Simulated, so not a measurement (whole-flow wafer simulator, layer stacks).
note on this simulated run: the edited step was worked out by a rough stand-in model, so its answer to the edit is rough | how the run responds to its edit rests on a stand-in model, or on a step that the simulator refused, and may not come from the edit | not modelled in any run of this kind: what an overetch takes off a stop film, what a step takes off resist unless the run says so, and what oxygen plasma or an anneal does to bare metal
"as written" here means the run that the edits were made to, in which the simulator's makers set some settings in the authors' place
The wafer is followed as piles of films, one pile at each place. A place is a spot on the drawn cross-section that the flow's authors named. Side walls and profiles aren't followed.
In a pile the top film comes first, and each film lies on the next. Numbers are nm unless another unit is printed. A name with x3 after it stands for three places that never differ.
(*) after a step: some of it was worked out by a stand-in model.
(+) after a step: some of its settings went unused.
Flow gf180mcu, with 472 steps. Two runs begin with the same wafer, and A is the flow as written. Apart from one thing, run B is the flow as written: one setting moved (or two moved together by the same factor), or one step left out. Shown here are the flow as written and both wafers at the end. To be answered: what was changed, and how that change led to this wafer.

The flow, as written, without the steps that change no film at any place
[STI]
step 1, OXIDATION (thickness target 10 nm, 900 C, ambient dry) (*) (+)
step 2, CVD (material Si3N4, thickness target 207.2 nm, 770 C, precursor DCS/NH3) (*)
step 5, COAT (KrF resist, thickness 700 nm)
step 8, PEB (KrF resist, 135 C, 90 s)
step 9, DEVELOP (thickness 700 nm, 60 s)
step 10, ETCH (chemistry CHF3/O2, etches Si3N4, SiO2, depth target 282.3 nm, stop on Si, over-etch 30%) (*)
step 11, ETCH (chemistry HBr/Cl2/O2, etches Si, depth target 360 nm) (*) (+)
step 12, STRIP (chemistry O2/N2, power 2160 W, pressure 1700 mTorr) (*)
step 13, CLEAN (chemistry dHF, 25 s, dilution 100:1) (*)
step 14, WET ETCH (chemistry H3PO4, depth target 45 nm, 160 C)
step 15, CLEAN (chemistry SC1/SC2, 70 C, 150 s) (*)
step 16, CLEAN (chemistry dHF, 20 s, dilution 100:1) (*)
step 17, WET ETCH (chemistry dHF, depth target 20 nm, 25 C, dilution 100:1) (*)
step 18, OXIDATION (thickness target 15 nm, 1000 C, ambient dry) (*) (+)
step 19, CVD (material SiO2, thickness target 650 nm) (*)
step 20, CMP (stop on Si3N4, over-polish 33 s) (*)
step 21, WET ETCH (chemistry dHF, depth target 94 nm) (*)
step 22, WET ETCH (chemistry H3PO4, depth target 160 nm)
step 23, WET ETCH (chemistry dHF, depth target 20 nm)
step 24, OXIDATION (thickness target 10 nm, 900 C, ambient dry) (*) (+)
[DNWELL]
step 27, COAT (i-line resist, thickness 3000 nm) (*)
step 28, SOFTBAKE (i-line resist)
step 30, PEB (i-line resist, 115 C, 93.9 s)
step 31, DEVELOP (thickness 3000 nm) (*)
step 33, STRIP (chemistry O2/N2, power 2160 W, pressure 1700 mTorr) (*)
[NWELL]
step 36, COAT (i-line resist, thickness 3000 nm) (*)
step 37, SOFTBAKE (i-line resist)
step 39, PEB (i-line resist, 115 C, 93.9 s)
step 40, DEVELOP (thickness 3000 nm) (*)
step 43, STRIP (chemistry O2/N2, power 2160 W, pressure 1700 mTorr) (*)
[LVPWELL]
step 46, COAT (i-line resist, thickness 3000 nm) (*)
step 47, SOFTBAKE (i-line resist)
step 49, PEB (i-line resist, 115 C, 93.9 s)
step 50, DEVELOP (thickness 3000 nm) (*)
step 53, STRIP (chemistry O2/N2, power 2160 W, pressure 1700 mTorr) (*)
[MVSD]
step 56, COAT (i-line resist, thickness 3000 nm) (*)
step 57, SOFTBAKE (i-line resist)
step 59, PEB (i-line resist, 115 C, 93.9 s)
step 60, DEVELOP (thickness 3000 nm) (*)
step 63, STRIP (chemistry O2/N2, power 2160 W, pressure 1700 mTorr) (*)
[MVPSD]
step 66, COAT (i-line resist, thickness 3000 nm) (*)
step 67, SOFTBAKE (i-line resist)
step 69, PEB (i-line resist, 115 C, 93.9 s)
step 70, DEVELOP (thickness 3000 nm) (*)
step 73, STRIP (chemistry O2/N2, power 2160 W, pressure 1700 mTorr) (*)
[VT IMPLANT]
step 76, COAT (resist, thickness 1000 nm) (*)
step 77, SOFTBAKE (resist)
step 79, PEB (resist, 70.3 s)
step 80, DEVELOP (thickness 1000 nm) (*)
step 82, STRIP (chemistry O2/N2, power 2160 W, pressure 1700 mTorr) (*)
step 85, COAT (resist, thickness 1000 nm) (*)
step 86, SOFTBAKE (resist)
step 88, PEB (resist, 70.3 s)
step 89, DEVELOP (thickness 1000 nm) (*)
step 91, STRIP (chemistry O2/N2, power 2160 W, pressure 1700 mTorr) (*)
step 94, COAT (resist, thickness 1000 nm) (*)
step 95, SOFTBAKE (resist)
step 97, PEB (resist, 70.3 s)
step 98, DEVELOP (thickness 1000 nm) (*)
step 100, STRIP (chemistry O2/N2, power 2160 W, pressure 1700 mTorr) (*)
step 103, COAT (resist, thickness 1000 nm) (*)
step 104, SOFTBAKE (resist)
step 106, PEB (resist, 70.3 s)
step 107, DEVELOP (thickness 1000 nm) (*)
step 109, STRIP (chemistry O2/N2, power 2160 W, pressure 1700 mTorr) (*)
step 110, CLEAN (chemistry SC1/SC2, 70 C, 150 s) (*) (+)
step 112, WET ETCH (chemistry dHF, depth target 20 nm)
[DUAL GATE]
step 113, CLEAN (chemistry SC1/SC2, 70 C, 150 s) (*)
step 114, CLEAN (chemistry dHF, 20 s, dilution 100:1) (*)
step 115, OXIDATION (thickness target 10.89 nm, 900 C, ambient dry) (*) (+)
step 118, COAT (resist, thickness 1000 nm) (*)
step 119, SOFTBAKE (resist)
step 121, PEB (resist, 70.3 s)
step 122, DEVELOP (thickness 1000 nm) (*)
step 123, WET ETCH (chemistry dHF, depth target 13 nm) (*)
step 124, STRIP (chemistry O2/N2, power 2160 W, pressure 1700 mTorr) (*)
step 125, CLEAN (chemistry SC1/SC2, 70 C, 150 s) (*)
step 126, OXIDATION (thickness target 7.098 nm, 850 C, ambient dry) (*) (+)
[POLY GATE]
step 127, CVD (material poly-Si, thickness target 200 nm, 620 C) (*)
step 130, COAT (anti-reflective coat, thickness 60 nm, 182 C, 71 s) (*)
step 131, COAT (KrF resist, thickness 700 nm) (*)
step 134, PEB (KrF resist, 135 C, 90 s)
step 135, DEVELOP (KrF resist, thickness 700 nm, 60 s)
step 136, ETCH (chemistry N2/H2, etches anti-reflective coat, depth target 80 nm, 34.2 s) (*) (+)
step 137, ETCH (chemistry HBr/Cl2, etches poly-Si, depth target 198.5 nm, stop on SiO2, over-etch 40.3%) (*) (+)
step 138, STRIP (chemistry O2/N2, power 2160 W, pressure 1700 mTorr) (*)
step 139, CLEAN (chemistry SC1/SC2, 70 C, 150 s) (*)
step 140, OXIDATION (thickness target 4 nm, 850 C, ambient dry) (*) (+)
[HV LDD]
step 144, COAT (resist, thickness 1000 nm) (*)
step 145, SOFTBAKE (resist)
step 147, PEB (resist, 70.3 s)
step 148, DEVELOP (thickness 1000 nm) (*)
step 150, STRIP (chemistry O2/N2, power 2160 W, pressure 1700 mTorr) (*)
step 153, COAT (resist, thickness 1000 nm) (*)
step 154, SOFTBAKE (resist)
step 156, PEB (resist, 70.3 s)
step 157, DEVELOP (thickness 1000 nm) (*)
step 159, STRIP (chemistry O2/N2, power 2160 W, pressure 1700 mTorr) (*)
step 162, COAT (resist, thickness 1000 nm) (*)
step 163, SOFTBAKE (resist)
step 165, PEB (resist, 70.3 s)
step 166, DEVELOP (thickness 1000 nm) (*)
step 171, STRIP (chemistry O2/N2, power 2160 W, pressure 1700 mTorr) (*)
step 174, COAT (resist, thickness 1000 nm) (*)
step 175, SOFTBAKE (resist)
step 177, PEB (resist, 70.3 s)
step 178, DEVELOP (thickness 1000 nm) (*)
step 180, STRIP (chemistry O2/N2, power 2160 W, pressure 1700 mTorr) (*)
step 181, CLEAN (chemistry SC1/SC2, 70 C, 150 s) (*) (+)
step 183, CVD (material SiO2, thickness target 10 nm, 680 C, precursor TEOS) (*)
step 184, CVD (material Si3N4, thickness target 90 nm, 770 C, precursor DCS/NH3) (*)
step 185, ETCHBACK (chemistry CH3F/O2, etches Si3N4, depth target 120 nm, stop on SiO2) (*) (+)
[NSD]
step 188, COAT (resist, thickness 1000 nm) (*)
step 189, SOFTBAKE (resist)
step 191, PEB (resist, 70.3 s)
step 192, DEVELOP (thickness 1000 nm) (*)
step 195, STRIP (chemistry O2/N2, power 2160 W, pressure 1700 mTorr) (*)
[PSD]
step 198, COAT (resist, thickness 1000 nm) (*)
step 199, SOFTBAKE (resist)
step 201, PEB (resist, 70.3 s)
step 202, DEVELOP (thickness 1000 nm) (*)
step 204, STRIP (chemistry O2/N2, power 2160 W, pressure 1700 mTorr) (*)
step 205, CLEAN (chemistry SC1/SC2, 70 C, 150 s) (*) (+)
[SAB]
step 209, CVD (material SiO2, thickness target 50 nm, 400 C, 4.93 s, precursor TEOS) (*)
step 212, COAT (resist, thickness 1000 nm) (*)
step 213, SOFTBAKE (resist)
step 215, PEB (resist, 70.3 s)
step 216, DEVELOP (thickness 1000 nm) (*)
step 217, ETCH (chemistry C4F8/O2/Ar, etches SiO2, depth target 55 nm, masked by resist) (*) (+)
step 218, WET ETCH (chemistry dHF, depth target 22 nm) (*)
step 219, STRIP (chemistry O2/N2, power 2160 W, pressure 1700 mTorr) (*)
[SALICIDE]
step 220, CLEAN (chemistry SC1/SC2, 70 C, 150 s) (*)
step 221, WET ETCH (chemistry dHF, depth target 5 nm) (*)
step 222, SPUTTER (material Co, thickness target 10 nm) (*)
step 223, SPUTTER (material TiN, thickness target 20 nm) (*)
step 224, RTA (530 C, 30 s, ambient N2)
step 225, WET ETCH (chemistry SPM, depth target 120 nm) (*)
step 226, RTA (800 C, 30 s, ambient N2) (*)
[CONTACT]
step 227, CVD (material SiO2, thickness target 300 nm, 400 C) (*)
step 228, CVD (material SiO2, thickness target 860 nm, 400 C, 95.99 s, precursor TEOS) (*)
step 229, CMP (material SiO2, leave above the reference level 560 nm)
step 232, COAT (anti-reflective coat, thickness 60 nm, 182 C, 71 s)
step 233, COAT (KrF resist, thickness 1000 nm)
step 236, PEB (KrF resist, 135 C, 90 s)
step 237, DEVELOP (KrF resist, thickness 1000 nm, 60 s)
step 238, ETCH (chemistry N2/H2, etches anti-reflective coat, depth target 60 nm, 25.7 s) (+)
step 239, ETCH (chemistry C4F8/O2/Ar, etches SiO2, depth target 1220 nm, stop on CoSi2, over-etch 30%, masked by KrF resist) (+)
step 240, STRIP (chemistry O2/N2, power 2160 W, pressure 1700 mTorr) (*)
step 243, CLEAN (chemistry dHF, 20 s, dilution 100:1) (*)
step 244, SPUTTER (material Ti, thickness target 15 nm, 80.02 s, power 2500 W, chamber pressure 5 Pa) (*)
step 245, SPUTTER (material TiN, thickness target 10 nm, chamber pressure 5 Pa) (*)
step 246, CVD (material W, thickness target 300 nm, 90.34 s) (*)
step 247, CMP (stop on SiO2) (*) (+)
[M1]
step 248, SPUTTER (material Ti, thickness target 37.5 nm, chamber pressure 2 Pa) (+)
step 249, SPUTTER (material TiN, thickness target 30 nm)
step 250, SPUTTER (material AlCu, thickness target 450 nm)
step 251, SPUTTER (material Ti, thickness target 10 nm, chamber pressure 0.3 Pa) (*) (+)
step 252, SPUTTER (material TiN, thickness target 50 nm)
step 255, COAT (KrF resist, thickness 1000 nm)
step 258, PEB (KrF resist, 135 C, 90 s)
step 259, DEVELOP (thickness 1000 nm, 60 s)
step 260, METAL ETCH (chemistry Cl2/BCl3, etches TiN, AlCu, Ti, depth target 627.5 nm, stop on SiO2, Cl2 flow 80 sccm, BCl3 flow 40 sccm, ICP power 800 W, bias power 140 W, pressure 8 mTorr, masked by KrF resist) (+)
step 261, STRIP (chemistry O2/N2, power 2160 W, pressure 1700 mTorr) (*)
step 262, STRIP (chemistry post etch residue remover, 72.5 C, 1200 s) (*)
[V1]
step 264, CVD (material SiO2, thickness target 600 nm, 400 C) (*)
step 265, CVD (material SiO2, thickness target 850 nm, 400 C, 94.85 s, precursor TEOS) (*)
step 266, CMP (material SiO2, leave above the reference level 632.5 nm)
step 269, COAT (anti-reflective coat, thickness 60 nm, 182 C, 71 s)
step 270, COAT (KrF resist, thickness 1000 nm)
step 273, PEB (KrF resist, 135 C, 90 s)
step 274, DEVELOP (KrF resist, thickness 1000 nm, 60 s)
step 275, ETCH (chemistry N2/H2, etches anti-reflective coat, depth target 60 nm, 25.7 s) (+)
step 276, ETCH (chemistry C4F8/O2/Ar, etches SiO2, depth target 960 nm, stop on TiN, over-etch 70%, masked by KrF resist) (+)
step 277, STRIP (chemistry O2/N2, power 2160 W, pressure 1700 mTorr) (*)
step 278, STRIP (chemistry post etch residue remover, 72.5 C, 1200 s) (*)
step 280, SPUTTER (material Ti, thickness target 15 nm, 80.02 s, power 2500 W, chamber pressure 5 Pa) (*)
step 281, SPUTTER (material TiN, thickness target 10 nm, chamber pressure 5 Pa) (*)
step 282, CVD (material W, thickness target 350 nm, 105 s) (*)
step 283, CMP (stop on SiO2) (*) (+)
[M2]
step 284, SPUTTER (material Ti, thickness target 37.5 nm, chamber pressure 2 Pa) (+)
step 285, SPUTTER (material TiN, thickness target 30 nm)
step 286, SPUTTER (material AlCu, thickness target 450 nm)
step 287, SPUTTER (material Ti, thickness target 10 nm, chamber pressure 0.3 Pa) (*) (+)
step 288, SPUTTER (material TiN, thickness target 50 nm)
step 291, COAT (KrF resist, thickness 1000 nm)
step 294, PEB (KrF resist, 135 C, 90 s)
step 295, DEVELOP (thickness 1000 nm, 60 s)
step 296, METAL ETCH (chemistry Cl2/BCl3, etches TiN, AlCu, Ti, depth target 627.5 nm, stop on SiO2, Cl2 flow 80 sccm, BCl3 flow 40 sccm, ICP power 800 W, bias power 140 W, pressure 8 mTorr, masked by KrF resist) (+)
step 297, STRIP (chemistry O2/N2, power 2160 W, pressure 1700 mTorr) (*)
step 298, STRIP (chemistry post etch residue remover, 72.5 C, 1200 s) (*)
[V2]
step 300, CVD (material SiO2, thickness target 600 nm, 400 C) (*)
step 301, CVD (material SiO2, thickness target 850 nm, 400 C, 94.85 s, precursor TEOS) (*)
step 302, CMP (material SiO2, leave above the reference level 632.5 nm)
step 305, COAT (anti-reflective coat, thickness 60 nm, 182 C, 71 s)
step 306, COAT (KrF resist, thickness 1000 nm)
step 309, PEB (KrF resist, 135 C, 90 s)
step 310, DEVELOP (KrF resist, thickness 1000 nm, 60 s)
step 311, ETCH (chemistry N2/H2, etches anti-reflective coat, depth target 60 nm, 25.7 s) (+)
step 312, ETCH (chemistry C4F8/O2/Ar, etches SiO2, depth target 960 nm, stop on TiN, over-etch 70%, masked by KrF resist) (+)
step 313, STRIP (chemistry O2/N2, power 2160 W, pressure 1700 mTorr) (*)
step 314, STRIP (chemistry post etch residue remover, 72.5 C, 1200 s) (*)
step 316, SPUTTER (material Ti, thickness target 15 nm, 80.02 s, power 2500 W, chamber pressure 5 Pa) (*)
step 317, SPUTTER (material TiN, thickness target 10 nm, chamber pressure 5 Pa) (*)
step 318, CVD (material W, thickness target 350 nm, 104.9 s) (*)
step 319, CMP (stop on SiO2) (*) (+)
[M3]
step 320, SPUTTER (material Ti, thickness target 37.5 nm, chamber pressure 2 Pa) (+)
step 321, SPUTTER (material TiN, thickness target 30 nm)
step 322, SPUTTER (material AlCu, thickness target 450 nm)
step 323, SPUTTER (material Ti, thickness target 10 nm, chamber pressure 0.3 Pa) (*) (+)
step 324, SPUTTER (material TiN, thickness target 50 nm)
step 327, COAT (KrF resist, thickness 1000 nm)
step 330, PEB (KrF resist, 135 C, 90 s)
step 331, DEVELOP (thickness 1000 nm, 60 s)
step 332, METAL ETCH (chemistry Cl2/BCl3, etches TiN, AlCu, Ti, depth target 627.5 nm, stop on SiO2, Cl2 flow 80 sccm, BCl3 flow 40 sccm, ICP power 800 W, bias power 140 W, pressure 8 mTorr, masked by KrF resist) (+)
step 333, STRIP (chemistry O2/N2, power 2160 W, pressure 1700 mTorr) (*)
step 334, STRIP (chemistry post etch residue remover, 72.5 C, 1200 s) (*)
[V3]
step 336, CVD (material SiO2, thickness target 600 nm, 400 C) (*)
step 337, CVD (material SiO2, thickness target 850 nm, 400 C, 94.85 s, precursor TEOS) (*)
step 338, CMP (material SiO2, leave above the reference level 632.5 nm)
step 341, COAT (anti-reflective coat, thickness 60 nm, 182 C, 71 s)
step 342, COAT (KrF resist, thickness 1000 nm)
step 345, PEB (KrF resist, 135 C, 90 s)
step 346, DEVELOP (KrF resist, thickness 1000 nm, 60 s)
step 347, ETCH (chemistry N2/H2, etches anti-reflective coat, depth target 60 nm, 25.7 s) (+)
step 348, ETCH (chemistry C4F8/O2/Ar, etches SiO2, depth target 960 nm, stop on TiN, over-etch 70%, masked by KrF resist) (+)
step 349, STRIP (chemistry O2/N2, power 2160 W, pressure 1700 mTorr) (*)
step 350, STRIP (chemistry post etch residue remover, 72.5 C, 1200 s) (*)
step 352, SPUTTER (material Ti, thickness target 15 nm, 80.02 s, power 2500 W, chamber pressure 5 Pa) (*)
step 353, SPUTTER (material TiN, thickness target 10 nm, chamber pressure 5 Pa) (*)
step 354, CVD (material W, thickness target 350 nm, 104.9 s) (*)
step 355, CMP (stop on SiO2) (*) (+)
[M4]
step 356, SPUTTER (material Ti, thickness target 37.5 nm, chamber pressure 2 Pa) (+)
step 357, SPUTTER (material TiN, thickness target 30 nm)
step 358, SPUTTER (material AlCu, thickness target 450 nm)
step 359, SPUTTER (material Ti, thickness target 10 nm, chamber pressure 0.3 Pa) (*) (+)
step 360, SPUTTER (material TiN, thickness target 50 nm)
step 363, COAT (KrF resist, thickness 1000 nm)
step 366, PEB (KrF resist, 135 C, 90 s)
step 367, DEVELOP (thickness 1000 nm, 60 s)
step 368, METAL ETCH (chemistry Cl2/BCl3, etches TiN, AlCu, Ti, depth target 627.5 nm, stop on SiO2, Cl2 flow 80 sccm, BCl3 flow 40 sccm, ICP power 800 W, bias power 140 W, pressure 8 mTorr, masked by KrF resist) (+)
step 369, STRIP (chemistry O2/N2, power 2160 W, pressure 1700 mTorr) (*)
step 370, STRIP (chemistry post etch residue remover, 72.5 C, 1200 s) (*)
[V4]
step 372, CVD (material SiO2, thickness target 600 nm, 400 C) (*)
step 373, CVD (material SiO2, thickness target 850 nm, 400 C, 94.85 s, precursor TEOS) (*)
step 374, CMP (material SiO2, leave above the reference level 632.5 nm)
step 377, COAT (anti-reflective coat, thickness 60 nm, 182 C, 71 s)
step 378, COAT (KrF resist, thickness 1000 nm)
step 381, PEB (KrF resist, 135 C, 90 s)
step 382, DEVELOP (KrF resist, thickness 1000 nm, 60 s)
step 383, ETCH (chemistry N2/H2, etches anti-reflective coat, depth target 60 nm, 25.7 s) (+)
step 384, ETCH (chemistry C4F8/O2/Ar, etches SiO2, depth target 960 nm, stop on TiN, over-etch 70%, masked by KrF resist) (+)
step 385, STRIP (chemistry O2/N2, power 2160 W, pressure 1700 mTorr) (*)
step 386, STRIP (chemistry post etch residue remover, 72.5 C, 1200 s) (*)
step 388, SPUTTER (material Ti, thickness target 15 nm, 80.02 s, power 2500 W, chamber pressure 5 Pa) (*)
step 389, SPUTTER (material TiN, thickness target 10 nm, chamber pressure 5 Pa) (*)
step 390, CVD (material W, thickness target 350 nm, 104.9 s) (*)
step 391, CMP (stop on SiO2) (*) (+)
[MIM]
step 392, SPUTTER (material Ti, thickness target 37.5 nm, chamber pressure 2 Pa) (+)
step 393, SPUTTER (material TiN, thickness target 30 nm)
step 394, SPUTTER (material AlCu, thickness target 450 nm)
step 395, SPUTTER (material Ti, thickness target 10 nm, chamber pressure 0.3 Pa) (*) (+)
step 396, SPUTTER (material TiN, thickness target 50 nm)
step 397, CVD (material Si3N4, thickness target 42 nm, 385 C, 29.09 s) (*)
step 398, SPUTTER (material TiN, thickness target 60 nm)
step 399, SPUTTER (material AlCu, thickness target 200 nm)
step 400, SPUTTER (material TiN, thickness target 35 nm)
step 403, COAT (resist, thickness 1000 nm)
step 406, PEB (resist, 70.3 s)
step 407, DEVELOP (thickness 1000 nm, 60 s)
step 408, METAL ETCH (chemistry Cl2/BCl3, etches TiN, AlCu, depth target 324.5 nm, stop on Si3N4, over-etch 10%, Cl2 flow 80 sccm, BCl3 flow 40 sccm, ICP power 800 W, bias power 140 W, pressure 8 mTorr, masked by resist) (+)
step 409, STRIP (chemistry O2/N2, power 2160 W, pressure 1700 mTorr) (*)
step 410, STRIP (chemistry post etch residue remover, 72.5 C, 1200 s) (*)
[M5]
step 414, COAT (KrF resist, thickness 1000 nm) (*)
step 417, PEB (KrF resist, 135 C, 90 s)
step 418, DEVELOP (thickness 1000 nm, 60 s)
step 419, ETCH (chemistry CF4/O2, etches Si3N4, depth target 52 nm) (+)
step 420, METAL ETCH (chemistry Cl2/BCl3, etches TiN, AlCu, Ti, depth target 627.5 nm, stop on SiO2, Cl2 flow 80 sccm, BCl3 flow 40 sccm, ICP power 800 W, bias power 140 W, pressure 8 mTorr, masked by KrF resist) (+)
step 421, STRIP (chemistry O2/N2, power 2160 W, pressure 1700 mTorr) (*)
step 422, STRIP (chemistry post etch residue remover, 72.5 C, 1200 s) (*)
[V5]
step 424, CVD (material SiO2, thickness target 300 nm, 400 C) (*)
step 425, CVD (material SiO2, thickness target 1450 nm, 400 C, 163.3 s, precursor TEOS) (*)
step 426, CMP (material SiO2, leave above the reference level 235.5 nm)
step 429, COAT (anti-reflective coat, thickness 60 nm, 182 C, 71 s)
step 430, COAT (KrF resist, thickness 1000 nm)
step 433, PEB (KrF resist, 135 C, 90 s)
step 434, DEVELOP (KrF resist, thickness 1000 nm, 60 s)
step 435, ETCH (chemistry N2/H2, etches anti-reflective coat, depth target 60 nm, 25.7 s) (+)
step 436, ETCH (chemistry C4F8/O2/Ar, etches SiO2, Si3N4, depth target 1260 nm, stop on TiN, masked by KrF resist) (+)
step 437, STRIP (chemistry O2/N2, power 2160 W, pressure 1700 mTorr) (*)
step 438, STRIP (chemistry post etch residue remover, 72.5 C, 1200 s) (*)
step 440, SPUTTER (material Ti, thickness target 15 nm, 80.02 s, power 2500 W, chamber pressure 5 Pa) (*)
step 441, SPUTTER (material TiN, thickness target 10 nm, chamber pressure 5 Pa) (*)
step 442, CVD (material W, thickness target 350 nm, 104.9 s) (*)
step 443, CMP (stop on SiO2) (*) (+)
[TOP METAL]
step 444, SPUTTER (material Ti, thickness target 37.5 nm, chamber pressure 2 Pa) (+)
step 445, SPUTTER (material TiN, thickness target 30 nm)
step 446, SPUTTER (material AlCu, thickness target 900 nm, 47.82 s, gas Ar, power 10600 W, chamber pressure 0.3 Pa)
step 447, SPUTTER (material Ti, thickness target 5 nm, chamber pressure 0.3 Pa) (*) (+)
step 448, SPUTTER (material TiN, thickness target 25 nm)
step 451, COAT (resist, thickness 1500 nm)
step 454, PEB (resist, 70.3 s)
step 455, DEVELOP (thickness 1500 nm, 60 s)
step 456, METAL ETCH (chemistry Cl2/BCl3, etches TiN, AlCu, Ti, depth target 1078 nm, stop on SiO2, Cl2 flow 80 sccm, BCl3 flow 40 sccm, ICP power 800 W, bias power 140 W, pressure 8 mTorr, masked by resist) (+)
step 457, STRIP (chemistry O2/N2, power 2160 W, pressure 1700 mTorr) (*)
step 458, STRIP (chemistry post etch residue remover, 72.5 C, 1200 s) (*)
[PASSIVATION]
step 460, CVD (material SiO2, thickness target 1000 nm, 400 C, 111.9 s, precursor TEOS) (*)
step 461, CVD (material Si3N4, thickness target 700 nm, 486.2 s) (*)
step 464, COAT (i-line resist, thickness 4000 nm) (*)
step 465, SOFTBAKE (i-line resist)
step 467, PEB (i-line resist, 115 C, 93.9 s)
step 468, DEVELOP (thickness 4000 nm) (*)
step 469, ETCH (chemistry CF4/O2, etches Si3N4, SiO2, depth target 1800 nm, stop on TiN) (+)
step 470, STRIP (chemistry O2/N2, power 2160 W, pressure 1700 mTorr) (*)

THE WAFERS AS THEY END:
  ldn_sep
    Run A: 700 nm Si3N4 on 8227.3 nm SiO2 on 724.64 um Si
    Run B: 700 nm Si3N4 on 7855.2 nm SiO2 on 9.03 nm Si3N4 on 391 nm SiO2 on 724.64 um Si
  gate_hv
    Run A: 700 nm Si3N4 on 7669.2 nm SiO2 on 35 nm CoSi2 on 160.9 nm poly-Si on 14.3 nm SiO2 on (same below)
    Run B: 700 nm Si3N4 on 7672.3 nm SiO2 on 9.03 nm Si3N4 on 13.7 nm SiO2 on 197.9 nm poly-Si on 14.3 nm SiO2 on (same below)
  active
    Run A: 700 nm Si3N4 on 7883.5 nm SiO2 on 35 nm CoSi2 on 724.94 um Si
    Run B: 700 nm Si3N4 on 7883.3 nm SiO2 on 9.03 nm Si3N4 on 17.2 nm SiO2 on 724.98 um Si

The reason: step 185, ETCHBACK: depth target 76.8 nm was run, though the flow has depth target 120 nm.

How this came from the change, step by step:
  step 185, ETCHBACK (chemistry CH3F/O2, etches Si3N4, depth target 120 nm, stop on SiO2) (*) (+)
      field, field__w1, field__w2 and 100 more: A Si3N4 loses 90 (all of it), SiO2 loses 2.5 | B Si3N4 loses 76.8
  step 189, SOFTBAKE (resist)
      field__w9: A resist gains 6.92 | B resist loses 3.14
      nw_enc_fld_lv: A resist gains 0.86 | B resist gains 5.57
  step 199, SOFTBAKE (resist)
      field__w9: A resist gains 6.92 | B resist loses 3.14
      nw_enc_fld_lv: A resist gains 0.86 | B resist gains 5.57
  step 205, CLEAN (chemistry SC1/SC2, 70 C, 150 s) (*) (+)
      field, field__w1, field__w2 and 105 more: A SiO2 loses 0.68 | B Si3N4 loses 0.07
  step 209, CVD (material SiO2, thickness target 50 nm, 400 C, 4.93 s, precursor TEOS) (*)
      field, field__w7, field__w8 and 73 more: A SiO2 gains 50 | B SiO2 gains 50 (new film)
      field_sub__w1, field_sub__w3, field_sub__w4, field_sub__w5, ld_drift_n: A SiO2 gains 48.9 | B SiO2 gains 48.8 (new film)
      (as well as at 27 more places)
  step 217, ETCH (chemistry C4F8/O2/Ar, etches SiO2, depth target 55 nm, masked by resist) (*) (+)
      field, field__w7, field__w8 and 70 more: A SiO2 loses 55 | B SiO2 loses 50 (all of it), Si3N4 loses 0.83
      field_sub__w1, field_sub__w3, field_sub__w4, field_sub__w5, ld_drift_n: A SiO2 loses 55 | B SiO2 loses 48.8 (all of it), Si3N4 loses 1.03
      (as well as at 21 more places)
  step 218, WET ETCH (chemistry dHF, depth target 22 nm) (*)
      gate, gate_hv, gate_p and 23 more: A SiO2 loses 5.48 (all of it) | B Si3N4 loses 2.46
      field, field__w10, sti and 14 more: A SiO2 loses 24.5 | B Si3N4 loses 2.46
      (as well as at 56 more places)
  step 219, STRIP (chemistry O2/N2, power 2160 W, pressure 1700 mTorr) (*)
      gate, gate_hv, gate_p and 23 more: A chemical SiO2 gains 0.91 (new film), poly-Si loses 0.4 | B nothing
      active, p_well, sd_n and 20 more: A chemical SiO2 gains 0.91 (new film), Si loses 0.4 | B nothing
  step 220, CLEAN (chemistry SC1/SC2, 70 C, 150 s) (*)
      field, field__w1, field__w2 and 47 more: A SiO2 loses 0.68 | B Si3N4 loses 0.07
  step 221, WET ETCH (chemistry dHF, depth target 5 nm) (*)
      active, p_well, gate and 46 more: A chemical SiO2 loses 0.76 (all of it) | B Si3N4 loses 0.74
      field, field__w1, field__w2 and 23 more: A SiO2 loses 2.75 | B Si3N4 loses 0.74
      (as well as at 24 more places)
  step 224, RTA (530 C, 30 s, ambient N2)
      gate, gate_hv, gate_p and 22 more: A under 1 film: CoSi gains 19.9 (new film), Co loses 10 (all of it), poly-Si loses 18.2 | B nothing
      active, p_well, sd_n and 11 more: A under 1 film: CoSi gains 19.9 (new film), Co loses 10 (all of it), Si loses 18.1 | B nothing
      (as well as at 10 more places)
  step 225, WET ETCH (chemistry SPM, depth target 120 nm) (*)
      active, p_well, gate and 36 more: A TiN loses 20 (all of it) | B TiN loses 20 (all of it), Co loses 10 (all of it)
      sd_p: A TiN loses 17.9 (all of it) | B TiN loses 18.3 (all of it), Co loses 9.25 (all of it)
      (as well as at 9 more places)
  step 226, RTA (800 C, 30 s, ambient N2) (*)
      gate, gate_hv, gate_p and 22 more: A CoSi2 gains 35 (new film), CoSi loses 19.9 (all of it), poly-Si loses 18.2 | B nothing
      active, p_well, sd_n and 11 more: A CoSi2 gains 35 (new film), CoSi loses 19.9 (all of it), Si loses 18.1 | B nothing
      (as well as at 10 more places)
  step 227, CVD (material SiO2, thickness target 300 nm, 400 C) (*)
      field, field__w1, field__w2 and 47 more: A SiO2 gains 300 | B SiO2 gains 300 (new film)
  step 228, CVD (material SiO2, thickness target 860 nm, 400 C, 95.99 s, precursor TEOS) (*)
      ld_drift_p: A SiO2 gains 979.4 | B SiO2 gains 958.9
  step 229, CMP (material SiO2, leave above the reference level 560 nm)
      ldn_sep__w1, ldn_sep__w2, ldn_dft and 8 more: A SiO2 loses 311 | B SiO2 loses 328.3
      sti, mim_1p0, pad, dice_street, iso_nw_fld, iso_fld_sub: A SiO2 loses 296.8 | B SiO2 loses 314
      (as well as at 57 more places)
  ... another 4 steps ...
  step 471, ANNEAL (400 C, 1800 s, ambient N2/H2)
      polyc_n, polyc_p: A nothing | B under 9 films: void gains 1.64 (new film), Ti loses 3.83, TiSi first gains 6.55 (new film), poly-Si loses 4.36
      contact: A nothing | B under 49 films: void gains 1.62 (new film), Ti loses 3.83, TiSi first gains 6.55 (new film), Si loses 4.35
If metal films that touch count as one body, gate_hv has 0 bodies; the flow as written gives 1 body.
If metal films that touch count as one body, active has 0 bodies; the flow as written gives 1 body.
